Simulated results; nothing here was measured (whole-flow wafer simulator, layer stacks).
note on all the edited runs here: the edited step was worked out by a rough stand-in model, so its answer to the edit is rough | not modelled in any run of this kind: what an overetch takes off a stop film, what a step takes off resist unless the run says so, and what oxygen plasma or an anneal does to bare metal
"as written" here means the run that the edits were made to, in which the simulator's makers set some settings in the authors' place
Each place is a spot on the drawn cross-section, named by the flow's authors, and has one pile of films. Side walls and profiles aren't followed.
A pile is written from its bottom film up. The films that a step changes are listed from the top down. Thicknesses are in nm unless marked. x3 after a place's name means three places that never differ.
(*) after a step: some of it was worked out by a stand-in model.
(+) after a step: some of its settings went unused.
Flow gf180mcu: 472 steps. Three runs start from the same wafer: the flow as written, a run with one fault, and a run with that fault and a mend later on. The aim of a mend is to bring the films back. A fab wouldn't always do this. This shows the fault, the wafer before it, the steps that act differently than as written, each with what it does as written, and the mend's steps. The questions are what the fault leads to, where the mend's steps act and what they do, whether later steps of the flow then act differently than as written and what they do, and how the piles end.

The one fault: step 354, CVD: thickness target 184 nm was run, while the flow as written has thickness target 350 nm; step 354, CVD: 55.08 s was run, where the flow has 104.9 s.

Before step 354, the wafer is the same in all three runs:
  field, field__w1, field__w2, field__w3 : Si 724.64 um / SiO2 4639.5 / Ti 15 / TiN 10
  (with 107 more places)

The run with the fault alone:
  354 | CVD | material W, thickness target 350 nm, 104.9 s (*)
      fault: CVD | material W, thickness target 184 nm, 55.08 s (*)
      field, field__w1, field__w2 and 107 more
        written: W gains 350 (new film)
        fault: W gains 185.2 (new film)
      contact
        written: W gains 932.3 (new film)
        fault: W gains 767.5 (new film)
  Later steps of the flow acting differently than as written:
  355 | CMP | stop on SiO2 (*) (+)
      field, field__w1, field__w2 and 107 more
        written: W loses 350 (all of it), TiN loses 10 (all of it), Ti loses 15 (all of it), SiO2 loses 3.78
        fault: W loses 185.2 (all of it), TiN loses 10 (all of it), Ti loses 15 (all of it), SiO2 loses 2.12
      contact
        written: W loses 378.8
        fault: W loses 212.3
  When the end is reached, the piles differ only a little from the flow's at the places that both follow, at most by 2% or 0.5 nm, whichever is larger.

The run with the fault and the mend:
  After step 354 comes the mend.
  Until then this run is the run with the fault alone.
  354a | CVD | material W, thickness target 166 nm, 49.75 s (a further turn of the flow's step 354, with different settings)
      field, field__w1, field__w2 and 108 more
        W gains 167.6
  Every later step of the flow that is run acts as written, at every place that is followed, to within 2% or 0.5 nm, whichever is larger.
  When the end is reached, the piles differ only a little from the flow's at the places that both follow, at most by 2% or 0.5 nm, whichever is larger.
